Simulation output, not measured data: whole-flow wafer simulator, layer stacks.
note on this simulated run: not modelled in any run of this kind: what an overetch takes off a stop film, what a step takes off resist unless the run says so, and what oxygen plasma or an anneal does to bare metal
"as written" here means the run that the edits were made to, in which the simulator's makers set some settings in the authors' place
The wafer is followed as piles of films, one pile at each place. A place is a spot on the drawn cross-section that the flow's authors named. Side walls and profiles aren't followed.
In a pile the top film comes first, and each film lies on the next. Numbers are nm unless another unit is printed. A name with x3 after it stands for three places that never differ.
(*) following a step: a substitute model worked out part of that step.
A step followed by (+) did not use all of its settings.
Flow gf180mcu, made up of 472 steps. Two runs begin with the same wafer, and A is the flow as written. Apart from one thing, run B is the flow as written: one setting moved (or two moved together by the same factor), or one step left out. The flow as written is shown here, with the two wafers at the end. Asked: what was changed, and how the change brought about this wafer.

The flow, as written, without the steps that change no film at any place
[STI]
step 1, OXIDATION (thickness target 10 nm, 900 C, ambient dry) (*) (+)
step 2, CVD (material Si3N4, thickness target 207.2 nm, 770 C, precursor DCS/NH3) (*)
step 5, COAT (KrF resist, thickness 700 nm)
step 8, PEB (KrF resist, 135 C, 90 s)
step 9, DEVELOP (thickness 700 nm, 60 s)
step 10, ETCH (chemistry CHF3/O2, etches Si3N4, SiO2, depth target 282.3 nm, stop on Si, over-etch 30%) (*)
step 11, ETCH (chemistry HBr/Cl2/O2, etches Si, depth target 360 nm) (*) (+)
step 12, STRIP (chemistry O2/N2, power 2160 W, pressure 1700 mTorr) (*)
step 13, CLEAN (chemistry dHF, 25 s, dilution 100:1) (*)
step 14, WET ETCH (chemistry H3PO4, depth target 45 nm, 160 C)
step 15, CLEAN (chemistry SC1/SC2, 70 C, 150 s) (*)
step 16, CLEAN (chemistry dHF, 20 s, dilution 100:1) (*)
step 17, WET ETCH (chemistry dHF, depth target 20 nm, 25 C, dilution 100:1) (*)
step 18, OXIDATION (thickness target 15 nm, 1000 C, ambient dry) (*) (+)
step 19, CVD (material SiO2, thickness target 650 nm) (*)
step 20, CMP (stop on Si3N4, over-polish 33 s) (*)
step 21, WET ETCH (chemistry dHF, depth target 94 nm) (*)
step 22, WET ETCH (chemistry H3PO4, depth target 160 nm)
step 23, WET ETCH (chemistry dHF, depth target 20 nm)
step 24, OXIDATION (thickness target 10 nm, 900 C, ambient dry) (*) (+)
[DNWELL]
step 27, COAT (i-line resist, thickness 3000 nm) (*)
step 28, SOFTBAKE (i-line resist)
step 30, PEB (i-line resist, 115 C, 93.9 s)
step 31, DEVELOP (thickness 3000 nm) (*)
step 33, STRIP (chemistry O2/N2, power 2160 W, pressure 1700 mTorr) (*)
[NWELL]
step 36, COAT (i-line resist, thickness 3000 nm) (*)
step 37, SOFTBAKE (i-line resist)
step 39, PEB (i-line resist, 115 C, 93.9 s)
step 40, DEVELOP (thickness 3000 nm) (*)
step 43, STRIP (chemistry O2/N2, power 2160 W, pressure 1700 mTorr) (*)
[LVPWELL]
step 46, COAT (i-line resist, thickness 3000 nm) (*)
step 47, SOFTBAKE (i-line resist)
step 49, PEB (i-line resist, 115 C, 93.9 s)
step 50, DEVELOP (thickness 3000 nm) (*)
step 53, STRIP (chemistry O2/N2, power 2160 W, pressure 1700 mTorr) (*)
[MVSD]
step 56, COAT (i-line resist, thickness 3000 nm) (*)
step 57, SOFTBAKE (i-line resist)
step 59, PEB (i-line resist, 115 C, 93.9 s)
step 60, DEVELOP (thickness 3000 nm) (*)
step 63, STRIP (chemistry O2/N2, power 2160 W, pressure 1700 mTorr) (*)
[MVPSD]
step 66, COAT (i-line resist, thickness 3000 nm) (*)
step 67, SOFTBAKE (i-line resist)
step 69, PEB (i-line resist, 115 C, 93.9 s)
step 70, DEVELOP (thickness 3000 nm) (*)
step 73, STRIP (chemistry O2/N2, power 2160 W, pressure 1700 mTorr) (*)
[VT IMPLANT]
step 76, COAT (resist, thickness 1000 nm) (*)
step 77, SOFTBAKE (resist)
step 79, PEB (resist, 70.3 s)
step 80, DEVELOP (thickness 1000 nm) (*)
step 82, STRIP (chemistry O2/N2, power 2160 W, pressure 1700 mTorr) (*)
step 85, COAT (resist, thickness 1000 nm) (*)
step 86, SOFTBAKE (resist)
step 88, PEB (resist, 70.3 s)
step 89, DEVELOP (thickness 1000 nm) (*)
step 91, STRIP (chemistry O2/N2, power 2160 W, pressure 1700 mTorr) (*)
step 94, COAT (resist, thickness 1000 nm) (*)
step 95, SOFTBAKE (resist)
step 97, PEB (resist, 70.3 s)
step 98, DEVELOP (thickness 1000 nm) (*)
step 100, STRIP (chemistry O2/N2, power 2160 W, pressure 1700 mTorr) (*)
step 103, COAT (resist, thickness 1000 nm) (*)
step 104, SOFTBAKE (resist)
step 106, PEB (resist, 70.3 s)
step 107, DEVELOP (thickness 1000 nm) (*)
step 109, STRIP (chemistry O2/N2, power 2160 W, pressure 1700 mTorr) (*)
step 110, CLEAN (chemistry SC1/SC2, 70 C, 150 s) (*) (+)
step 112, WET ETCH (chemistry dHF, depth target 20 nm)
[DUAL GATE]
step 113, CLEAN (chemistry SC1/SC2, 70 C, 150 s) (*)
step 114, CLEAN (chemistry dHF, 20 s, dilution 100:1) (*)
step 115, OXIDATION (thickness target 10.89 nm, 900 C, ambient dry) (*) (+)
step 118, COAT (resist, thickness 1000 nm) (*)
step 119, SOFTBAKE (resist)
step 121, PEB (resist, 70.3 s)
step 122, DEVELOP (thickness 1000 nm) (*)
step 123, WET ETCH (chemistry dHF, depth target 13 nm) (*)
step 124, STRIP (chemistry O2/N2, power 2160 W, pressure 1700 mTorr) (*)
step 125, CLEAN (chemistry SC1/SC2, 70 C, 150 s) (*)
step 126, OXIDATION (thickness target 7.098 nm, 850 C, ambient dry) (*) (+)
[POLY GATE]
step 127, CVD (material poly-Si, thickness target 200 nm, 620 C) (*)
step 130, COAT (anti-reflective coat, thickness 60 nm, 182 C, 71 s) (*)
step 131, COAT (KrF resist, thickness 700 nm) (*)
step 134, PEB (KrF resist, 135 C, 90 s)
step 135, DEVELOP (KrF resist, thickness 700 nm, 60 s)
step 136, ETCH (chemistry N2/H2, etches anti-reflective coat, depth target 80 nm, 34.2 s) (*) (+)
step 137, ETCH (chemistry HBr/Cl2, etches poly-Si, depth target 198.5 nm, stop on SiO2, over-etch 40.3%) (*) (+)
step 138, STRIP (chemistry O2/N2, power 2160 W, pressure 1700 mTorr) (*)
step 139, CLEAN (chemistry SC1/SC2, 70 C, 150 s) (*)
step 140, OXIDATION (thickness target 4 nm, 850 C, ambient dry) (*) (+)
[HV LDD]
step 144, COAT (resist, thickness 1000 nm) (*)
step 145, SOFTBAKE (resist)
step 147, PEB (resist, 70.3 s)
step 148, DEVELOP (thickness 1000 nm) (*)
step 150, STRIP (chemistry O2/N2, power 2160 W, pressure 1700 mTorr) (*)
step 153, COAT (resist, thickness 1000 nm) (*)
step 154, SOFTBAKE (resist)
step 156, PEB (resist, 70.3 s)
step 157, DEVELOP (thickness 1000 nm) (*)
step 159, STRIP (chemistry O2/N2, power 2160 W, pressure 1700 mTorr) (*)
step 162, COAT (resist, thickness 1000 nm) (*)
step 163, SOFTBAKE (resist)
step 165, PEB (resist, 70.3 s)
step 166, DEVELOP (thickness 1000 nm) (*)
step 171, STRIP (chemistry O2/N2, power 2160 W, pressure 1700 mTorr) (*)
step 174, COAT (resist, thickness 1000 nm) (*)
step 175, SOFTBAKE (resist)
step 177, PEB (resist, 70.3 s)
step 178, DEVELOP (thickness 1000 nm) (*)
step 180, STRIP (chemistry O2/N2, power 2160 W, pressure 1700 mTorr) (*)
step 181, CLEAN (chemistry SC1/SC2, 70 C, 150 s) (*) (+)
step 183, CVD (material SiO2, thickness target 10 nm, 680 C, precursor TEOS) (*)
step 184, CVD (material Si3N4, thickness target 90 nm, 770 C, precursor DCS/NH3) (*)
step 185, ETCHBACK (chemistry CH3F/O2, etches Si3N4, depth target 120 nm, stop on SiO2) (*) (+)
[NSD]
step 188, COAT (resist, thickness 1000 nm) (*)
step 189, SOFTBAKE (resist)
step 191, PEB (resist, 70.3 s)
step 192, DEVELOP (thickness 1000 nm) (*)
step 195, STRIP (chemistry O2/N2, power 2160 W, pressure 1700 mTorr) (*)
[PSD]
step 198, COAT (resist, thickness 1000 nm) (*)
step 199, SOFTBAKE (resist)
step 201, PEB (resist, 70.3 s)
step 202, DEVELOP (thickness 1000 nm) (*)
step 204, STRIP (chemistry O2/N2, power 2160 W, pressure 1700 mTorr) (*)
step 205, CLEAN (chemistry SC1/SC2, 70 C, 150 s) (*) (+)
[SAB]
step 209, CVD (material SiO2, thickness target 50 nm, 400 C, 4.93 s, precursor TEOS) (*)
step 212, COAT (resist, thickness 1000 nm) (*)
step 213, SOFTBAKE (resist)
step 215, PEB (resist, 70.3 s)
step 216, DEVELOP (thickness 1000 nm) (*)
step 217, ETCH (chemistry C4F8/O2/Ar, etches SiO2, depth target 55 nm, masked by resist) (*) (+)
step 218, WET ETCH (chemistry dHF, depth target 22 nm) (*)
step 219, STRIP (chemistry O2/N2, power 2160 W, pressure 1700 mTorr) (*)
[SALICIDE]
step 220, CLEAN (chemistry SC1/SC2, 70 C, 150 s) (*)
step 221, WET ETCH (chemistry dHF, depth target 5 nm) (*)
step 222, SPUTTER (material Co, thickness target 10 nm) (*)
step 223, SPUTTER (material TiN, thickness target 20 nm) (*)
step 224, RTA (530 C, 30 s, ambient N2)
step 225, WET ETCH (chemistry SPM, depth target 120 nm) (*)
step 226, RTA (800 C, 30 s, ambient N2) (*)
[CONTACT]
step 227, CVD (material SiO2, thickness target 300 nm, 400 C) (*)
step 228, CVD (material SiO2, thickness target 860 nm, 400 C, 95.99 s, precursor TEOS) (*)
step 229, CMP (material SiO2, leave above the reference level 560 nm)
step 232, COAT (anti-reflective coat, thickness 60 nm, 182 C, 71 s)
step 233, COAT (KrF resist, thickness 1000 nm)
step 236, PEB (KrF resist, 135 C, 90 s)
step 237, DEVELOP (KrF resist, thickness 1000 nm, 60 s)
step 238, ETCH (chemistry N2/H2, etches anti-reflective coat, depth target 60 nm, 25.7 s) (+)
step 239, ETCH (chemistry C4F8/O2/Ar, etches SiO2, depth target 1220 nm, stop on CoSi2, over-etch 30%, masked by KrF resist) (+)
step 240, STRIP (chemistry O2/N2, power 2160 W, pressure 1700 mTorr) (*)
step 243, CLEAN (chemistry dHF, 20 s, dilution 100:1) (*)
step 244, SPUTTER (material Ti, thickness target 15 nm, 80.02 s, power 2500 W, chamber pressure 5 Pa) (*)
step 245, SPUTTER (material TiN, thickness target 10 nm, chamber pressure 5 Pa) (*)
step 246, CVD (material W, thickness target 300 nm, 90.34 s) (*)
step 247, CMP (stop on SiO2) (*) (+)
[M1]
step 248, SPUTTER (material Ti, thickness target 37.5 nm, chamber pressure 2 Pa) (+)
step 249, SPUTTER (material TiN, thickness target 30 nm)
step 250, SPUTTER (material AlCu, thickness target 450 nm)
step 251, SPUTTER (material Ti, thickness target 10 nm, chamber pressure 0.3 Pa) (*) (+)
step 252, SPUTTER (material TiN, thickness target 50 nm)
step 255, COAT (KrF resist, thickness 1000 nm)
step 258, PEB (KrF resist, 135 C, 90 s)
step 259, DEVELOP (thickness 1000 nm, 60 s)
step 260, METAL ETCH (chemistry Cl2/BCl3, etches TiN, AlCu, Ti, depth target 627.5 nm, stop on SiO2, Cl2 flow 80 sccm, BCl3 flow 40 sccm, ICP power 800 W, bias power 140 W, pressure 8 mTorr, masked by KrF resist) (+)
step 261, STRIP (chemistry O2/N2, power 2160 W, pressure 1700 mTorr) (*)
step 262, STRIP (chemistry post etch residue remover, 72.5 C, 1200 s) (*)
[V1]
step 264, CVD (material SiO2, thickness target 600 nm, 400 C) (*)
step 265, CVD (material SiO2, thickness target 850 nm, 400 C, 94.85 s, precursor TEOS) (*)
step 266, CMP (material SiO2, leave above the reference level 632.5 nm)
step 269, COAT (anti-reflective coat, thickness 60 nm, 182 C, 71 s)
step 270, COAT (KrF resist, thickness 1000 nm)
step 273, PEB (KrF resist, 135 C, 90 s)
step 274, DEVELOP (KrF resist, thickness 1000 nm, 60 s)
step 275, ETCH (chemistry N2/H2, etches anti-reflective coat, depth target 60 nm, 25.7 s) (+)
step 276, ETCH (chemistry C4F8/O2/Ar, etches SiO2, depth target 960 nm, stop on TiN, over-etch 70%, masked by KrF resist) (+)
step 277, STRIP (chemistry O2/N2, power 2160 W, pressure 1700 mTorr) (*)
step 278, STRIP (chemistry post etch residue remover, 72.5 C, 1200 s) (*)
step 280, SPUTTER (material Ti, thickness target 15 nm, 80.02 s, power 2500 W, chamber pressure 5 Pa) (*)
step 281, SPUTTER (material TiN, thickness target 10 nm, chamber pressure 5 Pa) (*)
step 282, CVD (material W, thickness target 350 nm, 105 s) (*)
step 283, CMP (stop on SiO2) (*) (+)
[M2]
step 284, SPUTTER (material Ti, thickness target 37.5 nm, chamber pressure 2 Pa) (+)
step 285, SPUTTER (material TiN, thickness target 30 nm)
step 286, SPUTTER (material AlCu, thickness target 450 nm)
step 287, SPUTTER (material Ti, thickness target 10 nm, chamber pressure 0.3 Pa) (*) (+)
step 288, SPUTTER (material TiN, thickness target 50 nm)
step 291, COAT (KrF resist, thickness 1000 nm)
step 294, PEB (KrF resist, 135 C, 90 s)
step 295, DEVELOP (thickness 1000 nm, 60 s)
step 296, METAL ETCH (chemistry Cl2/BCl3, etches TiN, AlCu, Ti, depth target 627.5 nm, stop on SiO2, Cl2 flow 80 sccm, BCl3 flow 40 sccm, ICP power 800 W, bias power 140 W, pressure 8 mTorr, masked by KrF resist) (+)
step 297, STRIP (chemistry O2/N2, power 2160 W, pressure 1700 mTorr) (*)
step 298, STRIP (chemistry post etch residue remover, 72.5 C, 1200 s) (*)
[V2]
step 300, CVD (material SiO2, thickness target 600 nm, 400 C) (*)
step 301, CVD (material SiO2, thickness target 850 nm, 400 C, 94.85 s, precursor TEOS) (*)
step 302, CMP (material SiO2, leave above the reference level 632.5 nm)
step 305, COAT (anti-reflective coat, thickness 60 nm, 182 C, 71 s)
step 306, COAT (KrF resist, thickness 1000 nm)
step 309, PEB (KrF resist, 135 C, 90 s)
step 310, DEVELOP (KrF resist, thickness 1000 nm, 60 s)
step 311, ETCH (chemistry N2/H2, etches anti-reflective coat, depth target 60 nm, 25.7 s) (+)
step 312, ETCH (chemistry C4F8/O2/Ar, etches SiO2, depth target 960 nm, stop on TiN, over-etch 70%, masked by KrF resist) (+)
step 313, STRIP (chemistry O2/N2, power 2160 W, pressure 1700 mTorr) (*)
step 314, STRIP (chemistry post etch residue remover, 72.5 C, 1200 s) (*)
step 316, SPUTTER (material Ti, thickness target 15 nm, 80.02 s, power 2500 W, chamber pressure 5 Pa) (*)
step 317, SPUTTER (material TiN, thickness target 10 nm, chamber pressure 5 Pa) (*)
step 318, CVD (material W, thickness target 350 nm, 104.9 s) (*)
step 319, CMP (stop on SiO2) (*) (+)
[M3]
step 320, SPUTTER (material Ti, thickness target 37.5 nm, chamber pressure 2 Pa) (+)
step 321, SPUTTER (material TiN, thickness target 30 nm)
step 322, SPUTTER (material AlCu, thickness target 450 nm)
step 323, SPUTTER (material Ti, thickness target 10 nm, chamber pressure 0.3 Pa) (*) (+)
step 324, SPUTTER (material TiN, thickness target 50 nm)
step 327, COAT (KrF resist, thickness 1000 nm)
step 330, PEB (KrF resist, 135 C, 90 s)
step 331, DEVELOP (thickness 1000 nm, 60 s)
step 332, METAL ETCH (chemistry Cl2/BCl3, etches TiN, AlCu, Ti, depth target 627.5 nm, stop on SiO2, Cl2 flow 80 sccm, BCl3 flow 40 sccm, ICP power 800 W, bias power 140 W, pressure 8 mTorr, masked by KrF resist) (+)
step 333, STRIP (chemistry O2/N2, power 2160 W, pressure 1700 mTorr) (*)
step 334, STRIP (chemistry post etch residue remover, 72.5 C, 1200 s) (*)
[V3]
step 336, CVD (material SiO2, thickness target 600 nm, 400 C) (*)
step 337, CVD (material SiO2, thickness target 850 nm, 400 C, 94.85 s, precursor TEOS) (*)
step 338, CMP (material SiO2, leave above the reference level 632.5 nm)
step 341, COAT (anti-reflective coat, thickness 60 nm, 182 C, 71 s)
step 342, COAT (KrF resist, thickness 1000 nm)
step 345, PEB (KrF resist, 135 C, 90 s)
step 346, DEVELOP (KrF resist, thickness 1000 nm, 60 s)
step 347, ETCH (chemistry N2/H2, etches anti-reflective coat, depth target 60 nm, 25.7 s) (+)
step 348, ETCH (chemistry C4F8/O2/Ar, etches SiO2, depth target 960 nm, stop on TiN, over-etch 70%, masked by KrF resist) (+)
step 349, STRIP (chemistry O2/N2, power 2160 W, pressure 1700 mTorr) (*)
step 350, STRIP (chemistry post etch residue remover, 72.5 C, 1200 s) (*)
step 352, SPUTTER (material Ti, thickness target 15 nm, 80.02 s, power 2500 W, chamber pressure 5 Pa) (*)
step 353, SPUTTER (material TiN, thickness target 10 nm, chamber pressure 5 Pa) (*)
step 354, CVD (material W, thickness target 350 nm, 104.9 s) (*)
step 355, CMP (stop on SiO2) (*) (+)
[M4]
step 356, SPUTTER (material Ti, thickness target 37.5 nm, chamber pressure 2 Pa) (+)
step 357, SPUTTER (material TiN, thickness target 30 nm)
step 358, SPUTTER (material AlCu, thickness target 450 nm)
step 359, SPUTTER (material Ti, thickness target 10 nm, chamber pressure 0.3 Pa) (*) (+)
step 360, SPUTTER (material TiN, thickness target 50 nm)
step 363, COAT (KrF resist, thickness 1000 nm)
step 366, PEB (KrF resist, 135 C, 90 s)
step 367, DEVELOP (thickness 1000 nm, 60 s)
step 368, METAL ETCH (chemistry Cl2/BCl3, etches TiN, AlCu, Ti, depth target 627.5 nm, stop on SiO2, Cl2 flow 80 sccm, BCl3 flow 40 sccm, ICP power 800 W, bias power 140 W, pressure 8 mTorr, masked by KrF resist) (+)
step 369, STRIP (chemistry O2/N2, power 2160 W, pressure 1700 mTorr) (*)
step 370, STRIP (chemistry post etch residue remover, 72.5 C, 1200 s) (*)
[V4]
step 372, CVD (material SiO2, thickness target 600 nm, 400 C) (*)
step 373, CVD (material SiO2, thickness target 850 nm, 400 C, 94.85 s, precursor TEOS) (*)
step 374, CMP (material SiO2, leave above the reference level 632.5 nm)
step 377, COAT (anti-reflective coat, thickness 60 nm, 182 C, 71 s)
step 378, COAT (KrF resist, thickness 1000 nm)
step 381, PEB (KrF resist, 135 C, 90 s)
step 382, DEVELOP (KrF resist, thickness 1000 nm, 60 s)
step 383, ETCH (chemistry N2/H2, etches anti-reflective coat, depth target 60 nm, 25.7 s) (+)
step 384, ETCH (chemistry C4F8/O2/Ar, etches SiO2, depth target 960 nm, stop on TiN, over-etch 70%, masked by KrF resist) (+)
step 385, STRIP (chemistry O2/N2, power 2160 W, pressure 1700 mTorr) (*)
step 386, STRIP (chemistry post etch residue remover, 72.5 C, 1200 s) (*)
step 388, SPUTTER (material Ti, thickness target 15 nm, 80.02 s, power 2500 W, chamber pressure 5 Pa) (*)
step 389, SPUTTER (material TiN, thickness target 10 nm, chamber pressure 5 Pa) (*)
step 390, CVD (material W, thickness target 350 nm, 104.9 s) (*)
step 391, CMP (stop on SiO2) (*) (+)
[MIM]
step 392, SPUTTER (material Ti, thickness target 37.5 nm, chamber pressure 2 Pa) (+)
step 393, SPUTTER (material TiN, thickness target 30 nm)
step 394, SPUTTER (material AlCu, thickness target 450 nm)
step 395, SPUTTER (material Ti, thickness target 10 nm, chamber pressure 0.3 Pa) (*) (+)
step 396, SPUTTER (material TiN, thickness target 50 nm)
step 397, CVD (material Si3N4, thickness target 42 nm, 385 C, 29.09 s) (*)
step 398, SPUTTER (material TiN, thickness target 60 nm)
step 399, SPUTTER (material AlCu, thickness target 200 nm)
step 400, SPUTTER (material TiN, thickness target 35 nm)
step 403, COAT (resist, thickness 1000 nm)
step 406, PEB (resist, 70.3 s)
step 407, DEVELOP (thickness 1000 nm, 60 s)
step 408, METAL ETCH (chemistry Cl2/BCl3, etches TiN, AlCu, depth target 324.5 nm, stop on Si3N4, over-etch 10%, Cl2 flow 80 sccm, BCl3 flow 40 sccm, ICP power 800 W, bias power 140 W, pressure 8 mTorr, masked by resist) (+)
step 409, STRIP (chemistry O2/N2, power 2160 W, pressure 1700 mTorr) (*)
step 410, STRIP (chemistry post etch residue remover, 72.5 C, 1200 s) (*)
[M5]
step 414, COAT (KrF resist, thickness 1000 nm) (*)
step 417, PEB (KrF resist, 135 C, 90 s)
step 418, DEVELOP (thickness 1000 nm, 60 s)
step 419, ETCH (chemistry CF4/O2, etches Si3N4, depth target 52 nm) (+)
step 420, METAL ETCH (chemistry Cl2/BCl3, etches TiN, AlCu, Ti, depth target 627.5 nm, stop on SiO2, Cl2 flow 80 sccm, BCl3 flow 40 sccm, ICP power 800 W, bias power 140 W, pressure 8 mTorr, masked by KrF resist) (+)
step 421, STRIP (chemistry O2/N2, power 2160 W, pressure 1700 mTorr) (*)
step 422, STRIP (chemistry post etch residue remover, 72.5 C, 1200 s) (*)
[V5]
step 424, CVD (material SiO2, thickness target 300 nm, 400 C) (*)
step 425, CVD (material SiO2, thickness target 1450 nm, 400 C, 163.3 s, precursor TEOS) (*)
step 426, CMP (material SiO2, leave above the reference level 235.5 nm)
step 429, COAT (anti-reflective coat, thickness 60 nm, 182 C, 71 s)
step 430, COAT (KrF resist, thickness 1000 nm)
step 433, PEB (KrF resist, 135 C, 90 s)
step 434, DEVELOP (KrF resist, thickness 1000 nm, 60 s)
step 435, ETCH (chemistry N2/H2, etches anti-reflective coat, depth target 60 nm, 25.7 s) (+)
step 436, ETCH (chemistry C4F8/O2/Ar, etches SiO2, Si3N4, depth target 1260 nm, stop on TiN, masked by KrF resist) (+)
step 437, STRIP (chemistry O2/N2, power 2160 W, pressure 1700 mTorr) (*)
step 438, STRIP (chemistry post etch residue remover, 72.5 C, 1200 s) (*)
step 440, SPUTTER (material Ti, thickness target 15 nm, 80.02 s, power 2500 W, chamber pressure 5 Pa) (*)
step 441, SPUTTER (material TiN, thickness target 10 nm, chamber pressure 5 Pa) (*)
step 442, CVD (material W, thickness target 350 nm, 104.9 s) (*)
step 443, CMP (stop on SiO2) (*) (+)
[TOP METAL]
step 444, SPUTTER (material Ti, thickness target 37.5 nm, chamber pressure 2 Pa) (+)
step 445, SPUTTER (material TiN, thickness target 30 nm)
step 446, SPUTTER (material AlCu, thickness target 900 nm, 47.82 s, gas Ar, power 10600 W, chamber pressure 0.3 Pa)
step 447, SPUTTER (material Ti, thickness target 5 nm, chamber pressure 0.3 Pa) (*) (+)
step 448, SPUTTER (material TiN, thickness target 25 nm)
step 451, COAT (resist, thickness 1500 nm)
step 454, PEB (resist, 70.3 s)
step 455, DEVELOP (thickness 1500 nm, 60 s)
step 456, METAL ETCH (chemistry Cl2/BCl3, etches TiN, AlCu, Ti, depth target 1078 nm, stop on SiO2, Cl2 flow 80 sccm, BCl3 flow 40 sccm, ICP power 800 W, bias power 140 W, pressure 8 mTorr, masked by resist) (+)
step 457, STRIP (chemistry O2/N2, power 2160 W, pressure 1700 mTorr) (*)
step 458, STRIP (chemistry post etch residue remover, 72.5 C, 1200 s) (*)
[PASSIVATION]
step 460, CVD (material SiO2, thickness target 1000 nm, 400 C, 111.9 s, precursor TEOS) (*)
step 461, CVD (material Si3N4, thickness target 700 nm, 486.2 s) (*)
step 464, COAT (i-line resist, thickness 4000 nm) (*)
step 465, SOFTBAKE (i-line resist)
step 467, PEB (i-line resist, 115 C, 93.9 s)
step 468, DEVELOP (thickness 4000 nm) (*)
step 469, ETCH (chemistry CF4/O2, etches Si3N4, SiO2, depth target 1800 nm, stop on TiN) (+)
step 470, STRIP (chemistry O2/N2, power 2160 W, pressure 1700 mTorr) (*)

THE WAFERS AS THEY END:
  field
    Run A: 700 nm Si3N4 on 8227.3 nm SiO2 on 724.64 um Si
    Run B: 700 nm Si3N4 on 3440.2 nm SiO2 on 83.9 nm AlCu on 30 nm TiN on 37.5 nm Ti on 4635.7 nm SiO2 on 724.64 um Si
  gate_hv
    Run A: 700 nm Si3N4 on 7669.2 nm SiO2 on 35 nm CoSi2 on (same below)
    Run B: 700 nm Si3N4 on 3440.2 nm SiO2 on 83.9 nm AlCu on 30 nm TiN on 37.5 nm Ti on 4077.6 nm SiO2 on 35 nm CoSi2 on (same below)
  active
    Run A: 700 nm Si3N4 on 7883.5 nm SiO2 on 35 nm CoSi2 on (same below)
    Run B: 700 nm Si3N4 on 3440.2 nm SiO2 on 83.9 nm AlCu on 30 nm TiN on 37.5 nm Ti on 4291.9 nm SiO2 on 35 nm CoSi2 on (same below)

Cause: step 368, METAL ETCH: depth target 420.4 nm was run, while the flow as written has depth target 627.5 nm.

The path from the change to this, step by step:
  step 368, METAL ETCH (chemistry Cl2/BCl3, etches TiN, AlCu, Ti, depth target 627.5 nm, stop on SiO2, Cl2 flow 80 sccm, BCl3 flow 40 sccm, ICP power 800 W, bias power 140 W, pressure 8 mTorr, masked by KrF resist) (+)
      field, field__w1, field__w2 and 103 more: A -50 TiN (all of it), -10 Ti (all of it), -450 AlCu (all of it), -30 TiN (all of it), -37.5 Ti (all of it) | B -50 TiN (all of it), -10 Ti (all of it), -360.4 AlCu
      field__w8, contact, m1, m1__w1, m1_nw: A -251 KrF resist | B -168.2 KrF resist
  step 369, STRIP (chemistry O2/N2, power 2160 W, pressure 1700 mTorr) (*)
      field__w8, contact, m1, m1__w1, m1_nw: A -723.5 KrF resist (all of it) | B -806.4 KrF resist (all of it)
  step 370, STRIP (chemistry post etch residue remover, 72.5 C, 1200 s) (*)
      field, field__w1, field__w2 and 103 more: A nothing | B -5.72 AlCu
  step 372, CVD (material SiO2, thickness target 600 nm, 400 C) (*)
      field, field__w1, field__w2 and 103 more: A +600 SiO2 | B +600 SiO2 (new film)
  step 374, CMP (material SiO2, leave above the reference level 632.5 nm)
      field, field__w1, field__w2 and 103 more: A -300 SiO2 | B -451.4 SiO2
Taking metal films that touch as one body, field has 1 body; the flow as written gives 0 bodies.
Taking metal films that touch as one body, gate_hv has 2 bodies (between them, from the top down: SiO2 4077.6); the flow as written gives 1 body.
Taking metal films that touch as one body, active has 2 bodies (between them, from the top down: SiO2 4291.9); the flow as written gives 1 body.
